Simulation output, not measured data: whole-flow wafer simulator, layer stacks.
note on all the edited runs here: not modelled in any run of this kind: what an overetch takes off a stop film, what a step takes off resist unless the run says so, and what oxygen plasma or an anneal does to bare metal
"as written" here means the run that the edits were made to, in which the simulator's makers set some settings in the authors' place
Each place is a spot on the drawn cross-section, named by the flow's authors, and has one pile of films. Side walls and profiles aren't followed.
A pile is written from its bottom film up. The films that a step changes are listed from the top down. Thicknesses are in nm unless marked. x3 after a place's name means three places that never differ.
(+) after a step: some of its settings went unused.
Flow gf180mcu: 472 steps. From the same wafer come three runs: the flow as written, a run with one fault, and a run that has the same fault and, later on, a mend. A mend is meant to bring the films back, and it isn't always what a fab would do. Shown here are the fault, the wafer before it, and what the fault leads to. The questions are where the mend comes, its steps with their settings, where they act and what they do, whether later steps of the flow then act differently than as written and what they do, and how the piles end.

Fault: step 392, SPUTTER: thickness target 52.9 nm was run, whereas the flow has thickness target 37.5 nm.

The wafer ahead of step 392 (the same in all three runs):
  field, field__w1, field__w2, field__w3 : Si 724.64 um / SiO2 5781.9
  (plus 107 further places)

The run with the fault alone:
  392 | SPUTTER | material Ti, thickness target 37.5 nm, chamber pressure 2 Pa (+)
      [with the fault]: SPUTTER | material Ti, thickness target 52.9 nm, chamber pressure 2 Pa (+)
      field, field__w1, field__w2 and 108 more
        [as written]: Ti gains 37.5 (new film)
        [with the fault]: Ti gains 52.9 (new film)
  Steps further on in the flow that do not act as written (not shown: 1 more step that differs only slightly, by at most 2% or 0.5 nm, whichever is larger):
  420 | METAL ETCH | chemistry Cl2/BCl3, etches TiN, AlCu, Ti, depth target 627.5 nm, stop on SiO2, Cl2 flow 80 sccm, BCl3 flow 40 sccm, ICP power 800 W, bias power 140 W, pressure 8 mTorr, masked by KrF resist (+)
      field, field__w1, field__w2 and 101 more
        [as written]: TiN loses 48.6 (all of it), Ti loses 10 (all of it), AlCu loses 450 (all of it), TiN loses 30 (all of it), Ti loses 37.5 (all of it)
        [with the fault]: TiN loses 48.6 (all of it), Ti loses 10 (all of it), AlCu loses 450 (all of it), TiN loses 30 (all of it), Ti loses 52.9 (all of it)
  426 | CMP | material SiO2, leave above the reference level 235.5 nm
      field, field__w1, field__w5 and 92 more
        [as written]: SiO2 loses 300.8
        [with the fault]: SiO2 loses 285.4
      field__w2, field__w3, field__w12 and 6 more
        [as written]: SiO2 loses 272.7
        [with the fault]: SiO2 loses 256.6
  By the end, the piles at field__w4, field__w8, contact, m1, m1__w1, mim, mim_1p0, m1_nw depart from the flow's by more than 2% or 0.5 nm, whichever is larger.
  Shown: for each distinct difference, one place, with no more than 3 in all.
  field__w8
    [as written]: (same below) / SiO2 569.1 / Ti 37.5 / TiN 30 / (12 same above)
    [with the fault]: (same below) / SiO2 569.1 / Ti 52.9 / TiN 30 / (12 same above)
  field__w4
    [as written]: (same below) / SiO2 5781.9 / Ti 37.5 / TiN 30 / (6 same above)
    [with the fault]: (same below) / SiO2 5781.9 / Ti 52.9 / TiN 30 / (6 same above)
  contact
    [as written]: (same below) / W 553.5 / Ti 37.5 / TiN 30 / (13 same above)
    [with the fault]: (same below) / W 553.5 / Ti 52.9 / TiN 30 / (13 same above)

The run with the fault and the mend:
  After step 392 comes the mend.
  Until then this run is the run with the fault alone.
  392a | METAL ETCH | chemistry Cl2/BCl3, etches TiN, AlCu, Ti, depth target 15.4 nm, Cl2 flow 80 sccm, BCl3 flow 40 sccm, ICP power 800 W, bias power 140 W, pressure 8 mTorr (the flow's step 260, run once more with other settings)
      field, field__w1, field__w2 and 108 more
        Ti loses 15.4
  Every later step of the flow that is run acts as written at every place that is followed.
  By the end, the piles equal the flow's at every place that both follow.
